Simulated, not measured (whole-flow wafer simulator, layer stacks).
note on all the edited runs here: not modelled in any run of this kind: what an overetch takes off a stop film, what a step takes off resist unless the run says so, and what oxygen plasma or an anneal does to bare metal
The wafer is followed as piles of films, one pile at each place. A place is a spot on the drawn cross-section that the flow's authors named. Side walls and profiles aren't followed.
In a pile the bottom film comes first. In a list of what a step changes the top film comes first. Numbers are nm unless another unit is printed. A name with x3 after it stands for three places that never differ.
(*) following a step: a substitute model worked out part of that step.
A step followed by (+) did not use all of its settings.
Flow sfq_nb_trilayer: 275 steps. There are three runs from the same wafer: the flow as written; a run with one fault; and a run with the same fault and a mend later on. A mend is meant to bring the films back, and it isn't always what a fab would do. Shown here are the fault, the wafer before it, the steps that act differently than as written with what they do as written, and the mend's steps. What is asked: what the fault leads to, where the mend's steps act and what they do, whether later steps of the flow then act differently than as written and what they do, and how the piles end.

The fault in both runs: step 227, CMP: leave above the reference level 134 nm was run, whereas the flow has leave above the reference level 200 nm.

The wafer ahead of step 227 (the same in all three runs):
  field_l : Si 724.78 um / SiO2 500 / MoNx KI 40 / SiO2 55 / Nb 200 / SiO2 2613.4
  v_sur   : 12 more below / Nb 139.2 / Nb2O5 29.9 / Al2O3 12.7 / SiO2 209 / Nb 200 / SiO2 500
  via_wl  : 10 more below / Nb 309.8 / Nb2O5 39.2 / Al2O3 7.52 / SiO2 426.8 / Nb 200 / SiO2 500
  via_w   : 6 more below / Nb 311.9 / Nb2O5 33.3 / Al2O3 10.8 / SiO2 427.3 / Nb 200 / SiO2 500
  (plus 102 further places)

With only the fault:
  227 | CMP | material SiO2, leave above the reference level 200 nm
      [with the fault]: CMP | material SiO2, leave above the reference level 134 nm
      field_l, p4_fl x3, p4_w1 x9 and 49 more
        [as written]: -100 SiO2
        [with the fault]: -166 SiO2
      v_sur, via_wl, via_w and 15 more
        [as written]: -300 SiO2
        [with the fault]: -366 SiO2
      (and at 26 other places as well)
  Later steps of the flow acting differently than as written (4 more steps, not shown, differ only slightly: by at most 2% or 0.5 nm, whichever is larger):
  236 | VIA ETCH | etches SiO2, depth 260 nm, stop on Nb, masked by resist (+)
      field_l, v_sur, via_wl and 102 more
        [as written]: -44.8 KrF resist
        [with the fault]: -34.6 KrF resist
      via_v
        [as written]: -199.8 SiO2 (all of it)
        [with the fault]: -133.8 SiO2 (all of it)
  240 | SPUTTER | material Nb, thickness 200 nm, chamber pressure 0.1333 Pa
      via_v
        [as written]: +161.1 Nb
        [with the fault]: +177.2 Nb
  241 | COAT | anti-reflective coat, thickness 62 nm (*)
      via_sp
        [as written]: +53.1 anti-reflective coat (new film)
        [with the fault]: +54.3 anti-reflective coat (new film)
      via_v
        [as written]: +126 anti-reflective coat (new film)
        [with the fault]: +110.3 anti-reflective coat (new film)
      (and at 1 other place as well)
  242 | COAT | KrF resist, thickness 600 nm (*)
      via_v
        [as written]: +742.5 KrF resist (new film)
        [with the fault]: +687.1 KrF resist (new film)
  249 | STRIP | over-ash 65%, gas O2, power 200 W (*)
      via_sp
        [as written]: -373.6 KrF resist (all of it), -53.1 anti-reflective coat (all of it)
        [with the fault]: -378.2 KrF resist (all of it), -54.3 anti-reflective coat (all of it)
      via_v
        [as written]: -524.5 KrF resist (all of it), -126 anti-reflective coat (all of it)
        [with the fault]: -469.2 KrF resist (all of it), -110.3 anti-reflective coat (all of it)
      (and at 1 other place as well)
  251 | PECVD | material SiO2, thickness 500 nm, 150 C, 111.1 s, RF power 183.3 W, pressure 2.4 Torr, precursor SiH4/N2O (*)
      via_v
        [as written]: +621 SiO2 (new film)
        [with the fault]: +512.8 SiO2 (new film)
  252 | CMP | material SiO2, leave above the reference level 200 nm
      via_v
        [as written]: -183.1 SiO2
        [with the fault]: -157.1 SiO2
  By the end, the piles at field_l, v_sur, via_wl and 102 more depart from the flow's by more than 2% or 0.5 nm, whichever is larger.
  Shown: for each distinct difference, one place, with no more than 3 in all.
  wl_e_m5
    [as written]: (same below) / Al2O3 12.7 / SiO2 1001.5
    [with the fault]: (same below) / Al2O3 12.7 / SiO2 935.5
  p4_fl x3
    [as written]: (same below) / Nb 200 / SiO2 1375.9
    [with the fault]: (same below) / Nb 200 / SiO2 1309.9
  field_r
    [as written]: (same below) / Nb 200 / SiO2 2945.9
    [with the fault]: (same below) / Nb 200 / SiO2 2879.9

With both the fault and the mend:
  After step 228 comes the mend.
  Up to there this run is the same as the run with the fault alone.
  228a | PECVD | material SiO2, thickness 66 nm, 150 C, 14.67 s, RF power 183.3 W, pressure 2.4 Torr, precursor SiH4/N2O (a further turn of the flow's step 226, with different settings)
      field_l, v_sur, via_wl and 103 more
        +66 SiO2
  Every later step of the flow that is run acts as written, at every place that is followed, to within 2% or 0.5 nm, whichever is larger.
  The piles end the same as the flow's at every place that both follow.
